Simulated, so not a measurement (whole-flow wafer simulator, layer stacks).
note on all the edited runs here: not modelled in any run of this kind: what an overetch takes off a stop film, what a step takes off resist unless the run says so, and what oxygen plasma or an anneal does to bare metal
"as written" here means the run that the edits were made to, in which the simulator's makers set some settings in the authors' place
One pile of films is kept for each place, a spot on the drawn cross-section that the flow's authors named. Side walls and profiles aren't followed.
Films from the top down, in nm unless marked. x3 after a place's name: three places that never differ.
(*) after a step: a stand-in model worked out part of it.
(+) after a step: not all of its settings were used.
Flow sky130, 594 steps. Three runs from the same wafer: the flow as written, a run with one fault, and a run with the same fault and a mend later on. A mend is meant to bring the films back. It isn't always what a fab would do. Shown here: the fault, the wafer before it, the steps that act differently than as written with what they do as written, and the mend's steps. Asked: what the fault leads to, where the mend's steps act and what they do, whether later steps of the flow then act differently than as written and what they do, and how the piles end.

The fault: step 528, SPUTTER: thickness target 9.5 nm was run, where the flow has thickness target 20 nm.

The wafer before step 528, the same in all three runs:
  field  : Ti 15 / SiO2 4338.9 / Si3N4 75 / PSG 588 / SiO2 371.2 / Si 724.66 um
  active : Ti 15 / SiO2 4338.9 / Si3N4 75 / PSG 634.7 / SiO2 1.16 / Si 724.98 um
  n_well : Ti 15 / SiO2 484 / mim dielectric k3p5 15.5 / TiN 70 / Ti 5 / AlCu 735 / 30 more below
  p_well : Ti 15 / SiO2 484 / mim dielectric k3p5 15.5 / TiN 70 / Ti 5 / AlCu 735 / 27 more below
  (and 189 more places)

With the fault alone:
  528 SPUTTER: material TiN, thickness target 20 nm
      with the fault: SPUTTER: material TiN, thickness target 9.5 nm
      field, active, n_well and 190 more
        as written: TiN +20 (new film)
        with the fault: TiN +9.5 (new film)
  Later steps of the flow that act differently than as written (17 more steps differ only slightly, by at most 2% or 0.5 nm, whichever is larger, and aren't shown):
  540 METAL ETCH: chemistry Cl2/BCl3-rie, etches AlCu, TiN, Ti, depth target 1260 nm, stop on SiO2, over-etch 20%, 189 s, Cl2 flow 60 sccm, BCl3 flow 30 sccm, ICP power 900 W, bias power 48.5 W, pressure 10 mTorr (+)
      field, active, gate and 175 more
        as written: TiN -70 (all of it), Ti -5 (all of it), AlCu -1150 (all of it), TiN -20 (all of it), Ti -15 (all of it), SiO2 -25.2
        with the fault: TiN -70 (all of it), Ti -5 (all of it), AlCu -1150 (all of it), TiN -9.5 (all of it), Ti -15 (all of it), SiO2 -26.2
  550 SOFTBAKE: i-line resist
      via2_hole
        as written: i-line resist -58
        with the fault: i-line resist -56.8
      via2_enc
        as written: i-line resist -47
        with the fault: i-line resist -46
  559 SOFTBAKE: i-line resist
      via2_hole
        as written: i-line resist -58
        with the fault: i-line resist -56.8
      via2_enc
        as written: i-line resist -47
        with the fault: i-line resist -46
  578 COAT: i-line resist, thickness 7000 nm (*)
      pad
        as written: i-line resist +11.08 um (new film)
        with the fault: i-line resist +11.09 um (new film)
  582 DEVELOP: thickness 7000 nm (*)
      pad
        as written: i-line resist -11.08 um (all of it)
        with the fault: i-line resist -11.09 um (all of it)
  At the end the piles differ from the flow's by more than 2% or 0.5 nm, whichever is larger, at n_well, p_well, sd_n and 12 more.
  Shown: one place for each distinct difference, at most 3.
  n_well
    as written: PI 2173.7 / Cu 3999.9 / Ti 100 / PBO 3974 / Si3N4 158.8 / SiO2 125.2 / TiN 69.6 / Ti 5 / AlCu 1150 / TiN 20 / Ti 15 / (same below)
    with the fault: PI 2174.9 / Cu 3999.9 / Ti 100 / PBO 3981.6 / Si3N4 158.8 / SiO2 125.2 / TiN 69.6 / Ti 5 / AlCu 1150 / TiN 9.5 / Ti 15 / (same below)
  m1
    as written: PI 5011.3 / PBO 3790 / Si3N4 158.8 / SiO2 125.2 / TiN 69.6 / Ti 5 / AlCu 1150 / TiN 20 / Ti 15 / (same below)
    with the fault: PI 5011.8 / PBO 3798.7 / Si3N4 158.8 / SiO2 125.2 / TiN 69.6 / Ti 5 / AlCu 1150 / TiN 9.5 / Ti 15 / (same below)
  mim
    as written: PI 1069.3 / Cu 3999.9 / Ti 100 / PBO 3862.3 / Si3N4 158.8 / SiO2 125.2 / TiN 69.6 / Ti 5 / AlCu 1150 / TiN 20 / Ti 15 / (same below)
    with the fault: PI 1070.3 / Cu 3999.9 / Ti 100 / PBO 3870.3 / Si3N4 158.8 / SiO2 125.2 / TiN 69.6 / Ti 5 / AlCu 1150 / TiN 9.5 / Ti 15 / (same below)

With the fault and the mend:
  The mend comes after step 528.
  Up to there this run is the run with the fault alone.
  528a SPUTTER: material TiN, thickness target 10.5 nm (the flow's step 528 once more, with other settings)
      field, active, n_well and 190 more
        TiN +10.5
  No later step of the flow acts differently than as written at any place that is followed.
  At the end the piles are the same as the flow's at every place that both follow.
